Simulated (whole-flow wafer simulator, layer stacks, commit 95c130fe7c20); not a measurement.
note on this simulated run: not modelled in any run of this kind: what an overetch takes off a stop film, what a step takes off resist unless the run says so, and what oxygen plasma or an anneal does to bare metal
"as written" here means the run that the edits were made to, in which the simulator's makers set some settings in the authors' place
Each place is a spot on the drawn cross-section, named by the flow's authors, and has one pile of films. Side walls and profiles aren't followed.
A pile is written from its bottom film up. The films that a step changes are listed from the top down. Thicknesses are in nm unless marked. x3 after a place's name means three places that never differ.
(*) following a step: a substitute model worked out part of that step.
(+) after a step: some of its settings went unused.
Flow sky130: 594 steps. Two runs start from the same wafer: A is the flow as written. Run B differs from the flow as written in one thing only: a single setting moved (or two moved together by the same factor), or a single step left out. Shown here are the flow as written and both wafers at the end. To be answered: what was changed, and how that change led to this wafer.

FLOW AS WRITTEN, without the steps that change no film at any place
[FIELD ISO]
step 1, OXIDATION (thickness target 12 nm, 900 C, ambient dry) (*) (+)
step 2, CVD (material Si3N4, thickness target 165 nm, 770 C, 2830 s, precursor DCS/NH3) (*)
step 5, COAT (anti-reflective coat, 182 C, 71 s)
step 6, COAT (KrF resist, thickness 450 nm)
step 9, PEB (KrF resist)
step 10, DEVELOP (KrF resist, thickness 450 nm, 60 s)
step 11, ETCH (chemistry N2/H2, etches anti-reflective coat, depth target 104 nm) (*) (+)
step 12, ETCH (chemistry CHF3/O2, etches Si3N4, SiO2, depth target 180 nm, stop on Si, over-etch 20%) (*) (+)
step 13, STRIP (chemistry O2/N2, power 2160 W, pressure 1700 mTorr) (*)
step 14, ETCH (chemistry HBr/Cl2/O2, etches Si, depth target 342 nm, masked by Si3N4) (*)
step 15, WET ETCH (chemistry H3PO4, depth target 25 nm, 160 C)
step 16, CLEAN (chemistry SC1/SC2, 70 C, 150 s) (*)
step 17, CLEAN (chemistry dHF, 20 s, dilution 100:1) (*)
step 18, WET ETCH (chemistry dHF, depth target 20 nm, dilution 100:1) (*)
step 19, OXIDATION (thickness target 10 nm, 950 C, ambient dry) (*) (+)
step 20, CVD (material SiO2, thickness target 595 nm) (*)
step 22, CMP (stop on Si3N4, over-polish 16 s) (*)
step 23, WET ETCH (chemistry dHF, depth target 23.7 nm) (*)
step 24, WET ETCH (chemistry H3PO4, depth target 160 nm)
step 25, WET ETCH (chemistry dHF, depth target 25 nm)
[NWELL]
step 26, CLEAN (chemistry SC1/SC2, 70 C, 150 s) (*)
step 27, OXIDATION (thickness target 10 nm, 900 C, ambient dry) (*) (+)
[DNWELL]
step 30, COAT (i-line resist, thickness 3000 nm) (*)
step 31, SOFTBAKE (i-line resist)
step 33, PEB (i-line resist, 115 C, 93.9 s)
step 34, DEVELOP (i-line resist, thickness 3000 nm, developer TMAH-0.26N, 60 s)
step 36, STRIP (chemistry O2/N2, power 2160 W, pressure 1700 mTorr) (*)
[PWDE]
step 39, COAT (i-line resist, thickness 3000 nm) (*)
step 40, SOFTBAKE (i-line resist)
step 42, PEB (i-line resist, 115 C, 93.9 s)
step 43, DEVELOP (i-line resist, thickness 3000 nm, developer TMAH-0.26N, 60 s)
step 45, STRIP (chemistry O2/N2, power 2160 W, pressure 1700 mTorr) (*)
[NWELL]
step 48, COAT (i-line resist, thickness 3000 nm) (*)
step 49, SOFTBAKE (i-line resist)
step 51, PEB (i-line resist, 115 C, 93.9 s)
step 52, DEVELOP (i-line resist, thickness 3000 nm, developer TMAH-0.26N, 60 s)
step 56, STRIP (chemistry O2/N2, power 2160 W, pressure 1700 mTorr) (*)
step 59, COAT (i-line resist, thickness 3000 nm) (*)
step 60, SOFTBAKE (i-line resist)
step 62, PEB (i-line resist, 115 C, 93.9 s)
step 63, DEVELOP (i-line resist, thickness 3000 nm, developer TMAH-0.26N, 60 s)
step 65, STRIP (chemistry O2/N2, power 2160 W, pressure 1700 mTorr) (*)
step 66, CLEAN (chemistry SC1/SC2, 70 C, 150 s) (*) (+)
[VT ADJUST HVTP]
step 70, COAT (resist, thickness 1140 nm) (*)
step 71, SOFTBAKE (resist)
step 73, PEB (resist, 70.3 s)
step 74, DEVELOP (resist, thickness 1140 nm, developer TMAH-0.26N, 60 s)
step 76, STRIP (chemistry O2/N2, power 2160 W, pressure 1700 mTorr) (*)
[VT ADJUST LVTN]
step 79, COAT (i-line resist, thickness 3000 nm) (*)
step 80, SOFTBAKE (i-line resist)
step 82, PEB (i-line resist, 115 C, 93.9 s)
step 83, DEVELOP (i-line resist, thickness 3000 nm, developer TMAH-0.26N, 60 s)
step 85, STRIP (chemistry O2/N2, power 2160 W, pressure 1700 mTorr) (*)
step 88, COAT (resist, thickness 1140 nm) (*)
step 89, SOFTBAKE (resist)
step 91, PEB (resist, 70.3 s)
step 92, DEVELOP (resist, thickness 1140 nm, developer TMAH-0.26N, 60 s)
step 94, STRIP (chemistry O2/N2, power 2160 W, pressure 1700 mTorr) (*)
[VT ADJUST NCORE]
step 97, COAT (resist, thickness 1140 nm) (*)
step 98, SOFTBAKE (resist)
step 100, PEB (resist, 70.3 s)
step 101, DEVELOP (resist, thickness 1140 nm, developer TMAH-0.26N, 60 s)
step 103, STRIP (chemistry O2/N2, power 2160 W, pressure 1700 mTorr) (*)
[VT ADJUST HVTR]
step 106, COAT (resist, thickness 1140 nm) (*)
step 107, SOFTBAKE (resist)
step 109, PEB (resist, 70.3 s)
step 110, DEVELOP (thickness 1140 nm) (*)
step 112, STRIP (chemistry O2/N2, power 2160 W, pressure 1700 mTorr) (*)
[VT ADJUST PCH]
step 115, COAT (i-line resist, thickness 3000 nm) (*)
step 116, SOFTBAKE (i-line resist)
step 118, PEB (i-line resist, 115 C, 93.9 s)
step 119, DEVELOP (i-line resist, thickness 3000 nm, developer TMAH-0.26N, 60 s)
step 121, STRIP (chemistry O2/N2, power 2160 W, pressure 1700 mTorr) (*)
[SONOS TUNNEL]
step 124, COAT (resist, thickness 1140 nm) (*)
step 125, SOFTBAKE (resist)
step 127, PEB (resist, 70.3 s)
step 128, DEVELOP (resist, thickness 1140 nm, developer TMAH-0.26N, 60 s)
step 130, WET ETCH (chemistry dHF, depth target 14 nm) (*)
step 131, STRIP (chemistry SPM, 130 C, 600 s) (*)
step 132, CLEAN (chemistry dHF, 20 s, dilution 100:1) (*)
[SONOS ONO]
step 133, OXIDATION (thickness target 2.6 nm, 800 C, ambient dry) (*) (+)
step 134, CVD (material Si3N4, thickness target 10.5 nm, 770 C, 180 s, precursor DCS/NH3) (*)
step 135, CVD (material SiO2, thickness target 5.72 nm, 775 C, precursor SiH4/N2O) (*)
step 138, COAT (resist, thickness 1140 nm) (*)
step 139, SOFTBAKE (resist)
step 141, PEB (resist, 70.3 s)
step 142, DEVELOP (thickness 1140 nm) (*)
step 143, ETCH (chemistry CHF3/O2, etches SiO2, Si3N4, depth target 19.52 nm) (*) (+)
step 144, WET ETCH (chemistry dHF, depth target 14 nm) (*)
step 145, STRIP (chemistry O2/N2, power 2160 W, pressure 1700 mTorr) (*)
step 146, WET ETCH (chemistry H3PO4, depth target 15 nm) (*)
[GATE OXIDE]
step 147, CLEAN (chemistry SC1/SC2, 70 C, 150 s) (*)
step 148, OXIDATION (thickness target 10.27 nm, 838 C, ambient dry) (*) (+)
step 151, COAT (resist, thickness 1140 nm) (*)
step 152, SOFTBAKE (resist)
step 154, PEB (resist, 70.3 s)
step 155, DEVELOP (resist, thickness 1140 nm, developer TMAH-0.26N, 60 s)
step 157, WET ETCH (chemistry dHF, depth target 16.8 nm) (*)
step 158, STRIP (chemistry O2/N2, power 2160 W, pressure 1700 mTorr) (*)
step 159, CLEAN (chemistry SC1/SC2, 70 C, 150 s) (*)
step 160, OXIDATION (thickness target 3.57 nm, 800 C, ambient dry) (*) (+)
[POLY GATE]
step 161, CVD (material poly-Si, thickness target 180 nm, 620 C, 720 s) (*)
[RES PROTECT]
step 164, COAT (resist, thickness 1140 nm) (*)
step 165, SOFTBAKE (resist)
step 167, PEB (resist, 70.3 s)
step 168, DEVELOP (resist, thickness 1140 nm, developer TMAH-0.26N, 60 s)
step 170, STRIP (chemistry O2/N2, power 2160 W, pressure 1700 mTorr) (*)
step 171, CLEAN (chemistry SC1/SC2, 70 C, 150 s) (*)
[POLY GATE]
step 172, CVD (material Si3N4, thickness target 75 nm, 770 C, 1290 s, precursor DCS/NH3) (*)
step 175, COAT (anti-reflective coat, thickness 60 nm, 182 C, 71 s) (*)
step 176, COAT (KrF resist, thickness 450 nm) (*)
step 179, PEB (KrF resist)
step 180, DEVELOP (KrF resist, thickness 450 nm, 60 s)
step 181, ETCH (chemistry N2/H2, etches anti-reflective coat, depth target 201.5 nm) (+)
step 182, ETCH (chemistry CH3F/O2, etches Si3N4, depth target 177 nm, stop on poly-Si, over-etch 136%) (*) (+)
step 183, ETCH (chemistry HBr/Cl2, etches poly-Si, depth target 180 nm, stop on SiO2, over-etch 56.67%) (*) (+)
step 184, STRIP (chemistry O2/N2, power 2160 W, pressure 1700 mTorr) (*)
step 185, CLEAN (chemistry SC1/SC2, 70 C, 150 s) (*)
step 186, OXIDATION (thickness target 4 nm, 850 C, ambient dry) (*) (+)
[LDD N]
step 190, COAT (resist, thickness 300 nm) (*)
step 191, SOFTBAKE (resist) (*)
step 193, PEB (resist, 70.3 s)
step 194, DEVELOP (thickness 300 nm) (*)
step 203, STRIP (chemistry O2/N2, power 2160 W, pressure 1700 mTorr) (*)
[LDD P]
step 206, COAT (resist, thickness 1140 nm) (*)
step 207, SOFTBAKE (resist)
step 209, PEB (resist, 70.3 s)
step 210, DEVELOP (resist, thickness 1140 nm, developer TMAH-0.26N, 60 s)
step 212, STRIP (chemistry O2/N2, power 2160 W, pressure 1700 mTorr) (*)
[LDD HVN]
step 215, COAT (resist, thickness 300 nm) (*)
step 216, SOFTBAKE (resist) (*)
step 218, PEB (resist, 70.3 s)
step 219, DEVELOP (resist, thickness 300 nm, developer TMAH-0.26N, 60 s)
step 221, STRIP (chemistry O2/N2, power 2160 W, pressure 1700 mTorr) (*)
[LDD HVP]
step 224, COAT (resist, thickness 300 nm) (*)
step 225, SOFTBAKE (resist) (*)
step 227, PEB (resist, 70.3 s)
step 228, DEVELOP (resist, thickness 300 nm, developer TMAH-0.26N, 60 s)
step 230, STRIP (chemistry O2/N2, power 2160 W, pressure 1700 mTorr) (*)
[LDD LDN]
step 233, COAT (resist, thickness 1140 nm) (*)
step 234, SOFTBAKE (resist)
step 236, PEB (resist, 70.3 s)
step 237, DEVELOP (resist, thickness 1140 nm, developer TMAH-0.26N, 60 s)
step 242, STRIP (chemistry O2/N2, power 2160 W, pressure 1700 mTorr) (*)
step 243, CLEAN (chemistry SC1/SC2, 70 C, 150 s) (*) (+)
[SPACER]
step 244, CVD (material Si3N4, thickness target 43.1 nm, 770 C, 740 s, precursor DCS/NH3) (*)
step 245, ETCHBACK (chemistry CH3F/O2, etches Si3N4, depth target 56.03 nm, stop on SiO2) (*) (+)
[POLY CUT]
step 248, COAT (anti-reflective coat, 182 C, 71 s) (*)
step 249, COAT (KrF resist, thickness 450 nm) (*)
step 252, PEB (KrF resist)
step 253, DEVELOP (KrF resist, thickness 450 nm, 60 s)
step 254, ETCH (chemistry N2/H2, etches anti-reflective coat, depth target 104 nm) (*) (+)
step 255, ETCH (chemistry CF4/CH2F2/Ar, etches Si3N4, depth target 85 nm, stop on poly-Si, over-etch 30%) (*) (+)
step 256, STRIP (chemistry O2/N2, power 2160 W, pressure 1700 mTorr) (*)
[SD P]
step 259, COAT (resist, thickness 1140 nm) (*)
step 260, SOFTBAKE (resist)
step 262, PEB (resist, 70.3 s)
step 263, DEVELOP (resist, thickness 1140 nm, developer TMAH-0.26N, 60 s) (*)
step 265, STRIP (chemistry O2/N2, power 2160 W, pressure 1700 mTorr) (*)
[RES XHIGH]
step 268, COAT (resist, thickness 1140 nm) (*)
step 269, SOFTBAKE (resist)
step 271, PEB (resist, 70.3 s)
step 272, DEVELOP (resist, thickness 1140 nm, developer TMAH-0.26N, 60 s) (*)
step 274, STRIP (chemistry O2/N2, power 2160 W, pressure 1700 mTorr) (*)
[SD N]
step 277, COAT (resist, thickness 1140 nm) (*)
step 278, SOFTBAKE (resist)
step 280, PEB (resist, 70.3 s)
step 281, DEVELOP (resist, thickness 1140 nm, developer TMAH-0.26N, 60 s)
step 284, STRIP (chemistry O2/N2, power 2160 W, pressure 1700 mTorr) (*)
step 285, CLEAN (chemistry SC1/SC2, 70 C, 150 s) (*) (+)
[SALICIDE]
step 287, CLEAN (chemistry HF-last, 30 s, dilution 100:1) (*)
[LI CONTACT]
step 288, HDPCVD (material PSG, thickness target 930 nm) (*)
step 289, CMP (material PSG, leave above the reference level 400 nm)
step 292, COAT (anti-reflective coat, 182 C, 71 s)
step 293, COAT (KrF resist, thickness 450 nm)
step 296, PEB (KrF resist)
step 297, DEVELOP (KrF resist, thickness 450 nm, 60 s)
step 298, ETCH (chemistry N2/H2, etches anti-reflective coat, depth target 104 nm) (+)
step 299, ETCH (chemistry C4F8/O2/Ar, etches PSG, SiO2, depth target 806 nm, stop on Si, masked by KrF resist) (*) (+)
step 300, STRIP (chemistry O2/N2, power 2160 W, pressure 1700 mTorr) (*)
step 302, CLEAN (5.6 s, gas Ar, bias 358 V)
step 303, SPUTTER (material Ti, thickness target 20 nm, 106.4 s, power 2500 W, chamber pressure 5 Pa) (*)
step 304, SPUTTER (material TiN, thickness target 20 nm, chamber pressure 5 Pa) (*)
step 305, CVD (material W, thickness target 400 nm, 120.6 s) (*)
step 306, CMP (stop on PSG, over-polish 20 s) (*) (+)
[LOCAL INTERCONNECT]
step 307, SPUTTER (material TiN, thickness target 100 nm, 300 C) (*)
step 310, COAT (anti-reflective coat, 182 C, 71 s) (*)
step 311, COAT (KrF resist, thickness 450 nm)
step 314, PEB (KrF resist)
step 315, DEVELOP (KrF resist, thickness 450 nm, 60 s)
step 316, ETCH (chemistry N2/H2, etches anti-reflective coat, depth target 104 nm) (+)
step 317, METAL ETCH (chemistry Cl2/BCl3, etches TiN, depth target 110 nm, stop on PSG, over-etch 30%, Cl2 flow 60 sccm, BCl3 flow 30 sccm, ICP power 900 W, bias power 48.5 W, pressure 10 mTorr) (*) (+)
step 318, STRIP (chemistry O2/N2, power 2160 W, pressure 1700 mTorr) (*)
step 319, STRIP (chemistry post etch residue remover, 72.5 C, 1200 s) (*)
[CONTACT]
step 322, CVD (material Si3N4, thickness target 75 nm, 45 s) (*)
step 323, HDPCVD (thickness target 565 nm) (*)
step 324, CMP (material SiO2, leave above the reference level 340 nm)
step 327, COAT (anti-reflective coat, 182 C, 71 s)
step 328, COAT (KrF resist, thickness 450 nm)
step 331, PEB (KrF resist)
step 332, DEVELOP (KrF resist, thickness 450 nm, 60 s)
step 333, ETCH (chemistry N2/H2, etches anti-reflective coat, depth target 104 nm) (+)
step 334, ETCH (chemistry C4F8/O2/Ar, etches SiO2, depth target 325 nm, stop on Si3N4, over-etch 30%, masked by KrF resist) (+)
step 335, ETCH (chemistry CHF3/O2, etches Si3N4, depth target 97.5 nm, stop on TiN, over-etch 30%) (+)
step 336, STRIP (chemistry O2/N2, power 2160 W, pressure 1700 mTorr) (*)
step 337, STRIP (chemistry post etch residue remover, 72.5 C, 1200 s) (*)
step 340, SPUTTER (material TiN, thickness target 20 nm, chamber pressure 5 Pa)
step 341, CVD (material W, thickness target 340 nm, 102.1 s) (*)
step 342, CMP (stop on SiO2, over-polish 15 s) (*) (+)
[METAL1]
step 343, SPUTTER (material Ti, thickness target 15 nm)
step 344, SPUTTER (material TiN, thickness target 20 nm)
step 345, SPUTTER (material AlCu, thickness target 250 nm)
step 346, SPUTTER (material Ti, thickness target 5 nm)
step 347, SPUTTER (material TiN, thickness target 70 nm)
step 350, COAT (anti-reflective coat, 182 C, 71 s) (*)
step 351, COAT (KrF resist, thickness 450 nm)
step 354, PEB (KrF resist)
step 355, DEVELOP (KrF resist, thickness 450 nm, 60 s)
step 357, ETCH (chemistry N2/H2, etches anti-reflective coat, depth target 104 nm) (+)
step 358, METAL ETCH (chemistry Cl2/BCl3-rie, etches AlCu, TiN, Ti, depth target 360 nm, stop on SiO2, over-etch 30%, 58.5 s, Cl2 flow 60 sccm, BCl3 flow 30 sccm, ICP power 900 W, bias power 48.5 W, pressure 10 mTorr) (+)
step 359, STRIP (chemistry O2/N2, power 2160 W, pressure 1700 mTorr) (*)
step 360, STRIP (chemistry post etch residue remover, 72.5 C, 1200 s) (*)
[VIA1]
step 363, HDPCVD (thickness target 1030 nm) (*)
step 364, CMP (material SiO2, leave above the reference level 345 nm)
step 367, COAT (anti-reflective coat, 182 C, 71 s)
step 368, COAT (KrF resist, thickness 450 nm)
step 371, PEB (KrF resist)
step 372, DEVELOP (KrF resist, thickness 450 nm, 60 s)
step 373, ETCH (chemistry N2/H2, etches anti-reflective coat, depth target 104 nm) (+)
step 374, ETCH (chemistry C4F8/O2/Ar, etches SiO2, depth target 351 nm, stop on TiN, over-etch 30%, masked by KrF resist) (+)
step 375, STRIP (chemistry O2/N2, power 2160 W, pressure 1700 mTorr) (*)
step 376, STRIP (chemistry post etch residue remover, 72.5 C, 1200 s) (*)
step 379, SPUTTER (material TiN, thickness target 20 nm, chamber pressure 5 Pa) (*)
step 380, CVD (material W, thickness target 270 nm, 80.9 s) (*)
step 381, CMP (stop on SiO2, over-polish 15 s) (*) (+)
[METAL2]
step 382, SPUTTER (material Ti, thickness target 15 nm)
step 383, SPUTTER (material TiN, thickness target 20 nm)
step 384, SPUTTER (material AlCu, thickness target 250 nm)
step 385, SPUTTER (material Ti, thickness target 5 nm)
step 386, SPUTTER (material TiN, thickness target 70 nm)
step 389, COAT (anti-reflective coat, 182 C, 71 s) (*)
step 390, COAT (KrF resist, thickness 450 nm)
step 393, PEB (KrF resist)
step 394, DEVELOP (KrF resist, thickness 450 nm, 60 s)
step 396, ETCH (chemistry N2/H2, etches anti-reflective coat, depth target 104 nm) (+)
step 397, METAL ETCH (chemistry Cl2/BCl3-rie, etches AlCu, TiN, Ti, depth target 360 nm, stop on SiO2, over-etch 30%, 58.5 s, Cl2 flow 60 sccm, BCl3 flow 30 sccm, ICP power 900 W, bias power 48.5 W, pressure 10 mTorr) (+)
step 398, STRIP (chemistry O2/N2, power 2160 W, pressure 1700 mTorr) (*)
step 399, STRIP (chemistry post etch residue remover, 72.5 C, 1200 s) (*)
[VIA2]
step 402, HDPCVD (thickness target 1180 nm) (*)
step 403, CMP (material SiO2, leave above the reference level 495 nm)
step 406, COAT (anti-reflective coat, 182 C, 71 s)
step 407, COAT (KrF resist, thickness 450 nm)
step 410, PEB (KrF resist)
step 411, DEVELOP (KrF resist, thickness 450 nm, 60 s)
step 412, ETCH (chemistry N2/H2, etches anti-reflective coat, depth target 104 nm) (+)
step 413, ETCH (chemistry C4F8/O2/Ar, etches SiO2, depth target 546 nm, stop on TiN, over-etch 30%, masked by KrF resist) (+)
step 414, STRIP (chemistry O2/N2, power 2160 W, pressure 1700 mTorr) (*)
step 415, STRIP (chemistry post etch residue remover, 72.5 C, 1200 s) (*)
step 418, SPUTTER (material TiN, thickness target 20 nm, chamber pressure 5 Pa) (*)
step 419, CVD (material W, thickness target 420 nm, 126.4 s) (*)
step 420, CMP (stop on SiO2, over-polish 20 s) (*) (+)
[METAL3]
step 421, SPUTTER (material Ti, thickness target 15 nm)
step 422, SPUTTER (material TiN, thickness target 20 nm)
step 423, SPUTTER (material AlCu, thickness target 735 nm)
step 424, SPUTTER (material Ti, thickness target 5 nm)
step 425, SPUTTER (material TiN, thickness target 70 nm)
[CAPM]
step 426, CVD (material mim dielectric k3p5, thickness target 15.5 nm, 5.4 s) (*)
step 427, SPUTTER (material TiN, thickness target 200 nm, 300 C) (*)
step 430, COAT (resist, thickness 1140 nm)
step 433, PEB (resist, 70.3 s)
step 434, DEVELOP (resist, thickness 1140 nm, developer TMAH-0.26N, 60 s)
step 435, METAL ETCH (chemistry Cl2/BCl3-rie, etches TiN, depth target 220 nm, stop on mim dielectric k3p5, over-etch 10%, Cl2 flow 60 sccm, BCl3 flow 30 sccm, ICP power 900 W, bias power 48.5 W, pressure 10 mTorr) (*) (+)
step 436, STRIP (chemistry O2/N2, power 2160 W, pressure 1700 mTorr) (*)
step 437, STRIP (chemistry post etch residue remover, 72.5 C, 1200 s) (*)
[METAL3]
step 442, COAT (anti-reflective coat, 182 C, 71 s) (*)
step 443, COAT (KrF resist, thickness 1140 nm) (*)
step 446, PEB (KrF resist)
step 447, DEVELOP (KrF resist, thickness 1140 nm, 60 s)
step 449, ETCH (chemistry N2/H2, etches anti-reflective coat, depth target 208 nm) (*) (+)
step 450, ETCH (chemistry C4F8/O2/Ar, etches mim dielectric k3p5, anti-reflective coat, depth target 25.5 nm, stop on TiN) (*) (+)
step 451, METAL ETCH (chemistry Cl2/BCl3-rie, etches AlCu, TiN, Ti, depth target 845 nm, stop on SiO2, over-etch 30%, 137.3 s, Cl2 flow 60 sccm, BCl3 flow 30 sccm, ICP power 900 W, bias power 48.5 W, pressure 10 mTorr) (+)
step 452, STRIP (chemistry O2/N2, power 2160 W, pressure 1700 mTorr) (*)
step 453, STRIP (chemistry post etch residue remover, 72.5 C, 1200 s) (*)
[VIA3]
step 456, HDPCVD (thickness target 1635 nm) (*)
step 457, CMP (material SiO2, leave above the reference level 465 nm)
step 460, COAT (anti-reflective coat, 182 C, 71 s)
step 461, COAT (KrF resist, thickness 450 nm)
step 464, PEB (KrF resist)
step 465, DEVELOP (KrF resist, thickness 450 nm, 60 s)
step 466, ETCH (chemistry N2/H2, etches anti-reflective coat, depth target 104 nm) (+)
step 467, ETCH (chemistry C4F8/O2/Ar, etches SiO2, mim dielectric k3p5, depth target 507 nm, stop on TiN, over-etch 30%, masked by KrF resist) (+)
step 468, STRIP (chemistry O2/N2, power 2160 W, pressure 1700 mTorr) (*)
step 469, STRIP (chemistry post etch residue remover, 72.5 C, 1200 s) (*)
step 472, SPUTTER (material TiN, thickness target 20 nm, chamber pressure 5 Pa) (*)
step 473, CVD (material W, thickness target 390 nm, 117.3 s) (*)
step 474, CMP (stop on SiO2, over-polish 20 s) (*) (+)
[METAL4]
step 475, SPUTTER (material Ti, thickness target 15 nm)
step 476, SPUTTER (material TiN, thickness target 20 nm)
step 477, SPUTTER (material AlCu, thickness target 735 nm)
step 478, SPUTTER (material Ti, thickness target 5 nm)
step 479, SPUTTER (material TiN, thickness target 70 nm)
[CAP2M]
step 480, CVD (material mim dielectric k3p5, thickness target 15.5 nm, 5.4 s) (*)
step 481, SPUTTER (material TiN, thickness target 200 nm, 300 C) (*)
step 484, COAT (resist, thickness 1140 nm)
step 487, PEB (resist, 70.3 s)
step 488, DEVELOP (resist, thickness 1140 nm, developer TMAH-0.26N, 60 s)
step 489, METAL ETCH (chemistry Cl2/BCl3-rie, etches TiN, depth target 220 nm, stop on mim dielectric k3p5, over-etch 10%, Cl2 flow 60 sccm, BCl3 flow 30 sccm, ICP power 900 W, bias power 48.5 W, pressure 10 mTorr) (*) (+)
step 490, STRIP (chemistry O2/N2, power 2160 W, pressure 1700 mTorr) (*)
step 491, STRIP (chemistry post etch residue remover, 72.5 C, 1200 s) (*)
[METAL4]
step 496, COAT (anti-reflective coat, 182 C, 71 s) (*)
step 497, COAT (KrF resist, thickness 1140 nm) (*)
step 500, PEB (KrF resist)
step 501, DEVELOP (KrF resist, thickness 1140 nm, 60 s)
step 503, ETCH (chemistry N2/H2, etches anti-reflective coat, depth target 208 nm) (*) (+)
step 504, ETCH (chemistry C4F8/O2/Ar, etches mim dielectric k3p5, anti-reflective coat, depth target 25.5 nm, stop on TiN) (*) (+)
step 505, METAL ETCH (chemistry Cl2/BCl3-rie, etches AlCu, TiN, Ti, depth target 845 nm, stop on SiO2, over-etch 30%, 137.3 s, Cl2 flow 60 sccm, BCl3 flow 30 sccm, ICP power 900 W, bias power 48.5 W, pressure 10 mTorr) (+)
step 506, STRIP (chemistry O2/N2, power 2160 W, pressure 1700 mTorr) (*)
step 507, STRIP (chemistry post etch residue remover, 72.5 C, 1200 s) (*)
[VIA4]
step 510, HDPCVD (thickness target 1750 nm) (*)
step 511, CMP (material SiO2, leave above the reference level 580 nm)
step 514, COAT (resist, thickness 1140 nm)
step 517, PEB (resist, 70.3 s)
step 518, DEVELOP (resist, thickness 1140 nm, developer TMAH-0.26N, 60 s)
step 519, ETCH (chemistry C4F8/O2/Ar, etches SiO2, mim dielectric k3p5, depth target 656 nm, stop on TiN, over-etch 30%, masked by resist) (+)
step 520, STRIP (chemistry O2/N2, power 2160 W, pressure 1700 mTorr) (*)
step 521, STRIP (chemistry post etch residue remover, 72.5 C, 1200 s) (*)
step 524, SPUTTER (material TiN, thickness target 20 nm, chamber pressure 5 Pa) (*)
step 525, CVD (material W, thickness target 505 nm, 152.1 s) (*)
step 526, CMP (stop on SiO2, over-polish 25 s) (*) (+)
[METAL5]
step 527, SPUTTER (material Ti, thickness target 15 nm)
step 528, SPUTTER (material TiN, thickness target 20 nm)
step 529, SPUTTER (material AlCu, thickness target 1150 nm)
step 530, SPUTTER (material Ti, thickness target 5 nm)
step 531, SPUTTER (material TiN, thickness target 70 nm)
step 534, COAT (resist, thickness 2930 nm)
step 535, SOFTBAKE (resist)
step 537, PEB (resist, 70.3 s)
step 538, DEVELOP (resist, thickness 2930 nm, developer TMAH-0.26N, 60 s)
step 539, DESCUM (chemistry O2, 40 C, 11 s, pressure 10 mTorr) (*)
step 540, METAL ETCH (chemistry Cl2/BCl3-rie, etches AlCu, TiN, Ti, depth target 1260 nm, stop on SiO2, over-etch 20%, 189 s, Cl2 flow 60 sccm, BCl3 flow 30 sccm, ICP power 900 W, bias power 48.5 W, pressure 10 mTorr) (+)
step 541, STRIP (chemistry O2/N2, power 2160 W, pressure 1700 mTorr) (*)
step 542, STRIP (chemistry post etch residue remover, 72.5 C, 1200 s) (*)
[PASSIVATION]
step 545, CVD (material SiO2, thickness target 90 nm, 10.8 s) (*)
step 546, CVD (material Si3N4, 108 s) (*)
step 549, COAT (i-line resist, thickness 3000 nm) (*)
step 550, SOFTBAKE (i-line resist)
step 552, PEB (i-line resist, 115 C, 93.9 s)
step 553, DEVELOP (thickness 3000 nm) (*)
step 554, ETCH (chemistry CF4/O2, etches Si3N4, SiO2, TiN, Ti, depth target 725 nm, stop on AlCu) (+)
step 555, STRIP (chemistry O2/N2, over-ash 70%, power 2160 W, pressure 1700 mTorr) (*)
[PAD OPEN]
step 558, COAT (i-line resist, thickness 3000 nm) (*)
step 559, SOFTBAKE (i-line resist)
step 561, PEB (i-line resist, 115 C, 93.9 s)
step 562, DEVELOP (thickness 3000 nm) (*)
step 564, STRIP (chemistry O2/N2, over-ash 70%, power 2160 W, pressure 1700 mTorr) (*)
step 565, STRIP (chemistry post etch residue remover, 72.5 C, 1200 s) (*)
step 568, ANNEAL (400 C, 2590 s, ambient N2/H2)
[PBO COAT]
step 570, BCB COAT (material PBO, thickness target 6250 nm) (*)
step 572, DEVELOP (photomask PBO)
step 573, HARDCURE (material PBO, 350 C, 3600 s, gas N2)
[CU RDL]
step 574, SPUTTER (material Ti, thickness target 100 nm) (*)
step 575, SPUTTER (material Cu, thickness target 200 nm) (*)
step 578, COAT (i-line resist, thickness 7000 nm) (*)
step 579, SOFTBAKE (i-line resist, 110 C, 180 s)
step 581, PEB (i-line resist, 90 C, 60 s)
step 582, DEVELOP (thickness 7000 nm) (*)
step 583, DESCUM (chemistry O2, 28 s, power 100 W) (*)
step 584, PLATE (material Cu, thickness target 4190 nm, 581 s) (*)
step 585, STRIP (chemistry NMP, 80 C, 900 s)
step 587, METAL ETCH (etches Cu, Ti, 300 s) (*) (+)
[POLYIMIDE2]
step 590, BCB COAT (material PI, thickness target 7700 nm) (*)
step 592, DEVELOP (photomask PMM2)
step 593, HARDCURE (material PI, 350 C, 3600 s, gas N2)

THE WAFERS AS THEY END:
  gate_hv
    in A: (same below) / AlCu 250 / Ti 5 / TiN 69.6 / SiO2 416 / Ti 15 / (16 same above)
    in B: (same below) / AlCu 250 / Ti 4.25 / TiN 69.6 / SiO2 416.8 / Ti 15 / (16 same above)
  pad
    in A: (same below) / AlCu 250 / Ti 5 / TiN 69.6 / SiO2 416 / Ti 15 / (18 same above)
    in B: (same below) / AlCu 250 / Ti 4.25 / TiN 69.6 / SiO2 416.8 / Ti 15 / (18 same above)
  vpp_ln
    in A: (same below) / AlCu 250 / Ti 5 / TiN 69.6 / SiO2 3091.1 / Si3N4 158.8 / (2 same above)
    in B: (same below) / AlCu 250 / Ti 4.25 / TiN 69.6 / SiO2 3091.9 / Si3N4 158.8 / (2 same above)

The reason: step 385, SPUTTER: thickness target 4.25 nm was run, while the flow as written has thickness target 5 nm.
The wafer itself shows it: gate_hv has Ti 4.25, and step 385 as written asks for 5 nm.

How this came from the change, step by step:
  step 385, SPUTTER (material Ti, thickness target 5 nm)
      field, active, n_well and 188 more: A Ti gains 5 (new film) | B Ti gains 4.25 (new film)
  step 397, METAL ETCH (chemistry Cl2/BCl3-rie, etches AlCu, TiN, Ti, depth target 360 nm, stop on SiO2, over-etch 30%, 58.5 s, Cl2 flow 60 sccm, BCl3 flow 30 sccm, ICP power 900 W, bias power 48.5 W, pressure 10 mTorr) (+)
      field, active, gate and 82 more: A TiN loses 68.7 (all of it), Ti loses 5 (all of it), AlCu loses 250 (all of it), TiN loses 20 (all of it), Ti loses 15 (all of it), SiO2 loses 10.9 | B TiN loses 68.7 (all of it), Ti loses 4.25 (all of it), AlCu loses 250 (all of it), TiN loses 20 (all of it), Ti loses 15 (all of it), SiO2 loses 11
